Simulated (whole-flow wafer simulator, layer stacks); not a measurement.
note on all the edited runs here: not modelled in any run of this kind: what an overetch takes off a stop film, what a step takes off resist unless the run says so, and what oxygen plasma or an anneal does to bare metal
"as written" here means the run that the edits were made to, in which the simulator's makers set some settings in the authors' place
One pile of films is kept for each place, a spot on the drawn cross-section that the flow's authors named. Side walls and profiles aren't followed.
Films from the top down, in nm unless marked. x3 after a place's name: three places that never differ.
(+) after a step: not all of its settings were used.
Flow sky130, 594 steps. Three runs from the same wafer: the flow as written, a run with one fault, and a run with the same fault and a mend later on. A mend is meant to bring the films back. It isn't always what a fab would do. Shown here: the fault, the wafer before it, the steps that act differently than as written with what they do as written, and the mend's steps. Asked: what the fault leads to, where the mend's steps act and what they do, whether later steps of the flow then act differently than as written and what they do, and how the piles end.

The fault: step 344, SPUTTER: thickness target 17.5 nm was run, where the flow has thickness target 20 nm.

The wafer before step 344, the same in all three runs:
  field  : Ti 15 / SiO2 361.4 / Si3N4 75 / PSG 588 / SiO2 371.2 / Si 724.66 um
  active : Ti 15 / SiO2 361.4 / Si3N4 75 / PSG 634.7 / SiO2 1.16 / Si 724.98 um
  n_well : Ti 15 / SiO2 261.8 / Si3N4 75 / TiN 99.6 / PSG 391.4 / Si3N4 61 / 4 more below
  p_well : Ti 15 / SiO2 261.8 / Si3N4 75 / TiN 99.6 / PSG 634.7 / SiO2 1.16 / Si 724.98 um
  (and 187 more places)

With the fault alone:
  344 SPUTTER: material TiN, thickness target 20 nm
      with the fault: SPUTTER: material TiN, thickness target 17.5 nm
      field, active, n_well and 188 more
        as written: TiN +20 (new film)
        with the fault: TiN +17.5 (new film)
  Later steps of the flow that act differently than as written (1 more step differs only slightly, by at most 2% or 0.5 nm, whichever is larger, and isn't shown):
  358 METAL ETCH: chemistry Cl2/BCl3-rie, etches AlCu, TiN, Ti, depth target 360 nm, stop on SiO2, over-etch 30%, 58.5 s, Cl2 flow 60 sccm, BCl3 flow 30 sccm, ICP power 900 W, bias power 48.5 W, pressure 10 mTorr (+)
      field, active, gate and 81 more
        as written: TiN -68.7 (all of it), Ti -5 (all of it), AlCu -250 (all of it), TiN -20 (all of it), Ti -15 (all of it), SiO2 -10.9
        with the fault: TiN -68.7 (all of it), Ti -5 (all of it), AlCu -250 (all of it), TiN -17.5 (all of it), Ti -15 (all of it), SiO2 -11.2
  At the end the piles differ from the flow's by more than 2% or 0.5 nm, whichever is larger, at n_well, p_well, gate_hv and 104 more.
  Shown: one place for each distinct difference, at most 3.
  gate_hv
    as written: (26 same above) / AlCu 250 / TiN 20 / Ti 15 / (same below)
    with the fault: (26 same above) / AlCu 250 / TiN 17.5 / Ti 15 / (same below)
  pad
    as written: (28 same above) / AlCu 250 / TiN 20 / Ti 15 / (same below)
    with the fault: (28 same above) / AlCu 250 / TiN 17.5 / Ti 15 / (same below)
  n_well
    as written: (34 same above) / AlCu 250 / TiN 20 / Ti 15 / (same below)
    with the fault: (34 same above) / AlCu 250 / TiN 17.5 / Ti 15 / (same below)

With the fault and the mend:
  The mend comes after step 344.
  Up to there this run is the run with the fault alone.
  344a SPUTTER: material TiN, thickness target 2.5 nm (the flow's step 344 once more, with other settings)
      field, active, n_well and 188 more
        TiN +2.5
  No later step of the flow acts differently than as written at any place that is followed.
  At the end the piles are the same as the flow's at every place that both follow.
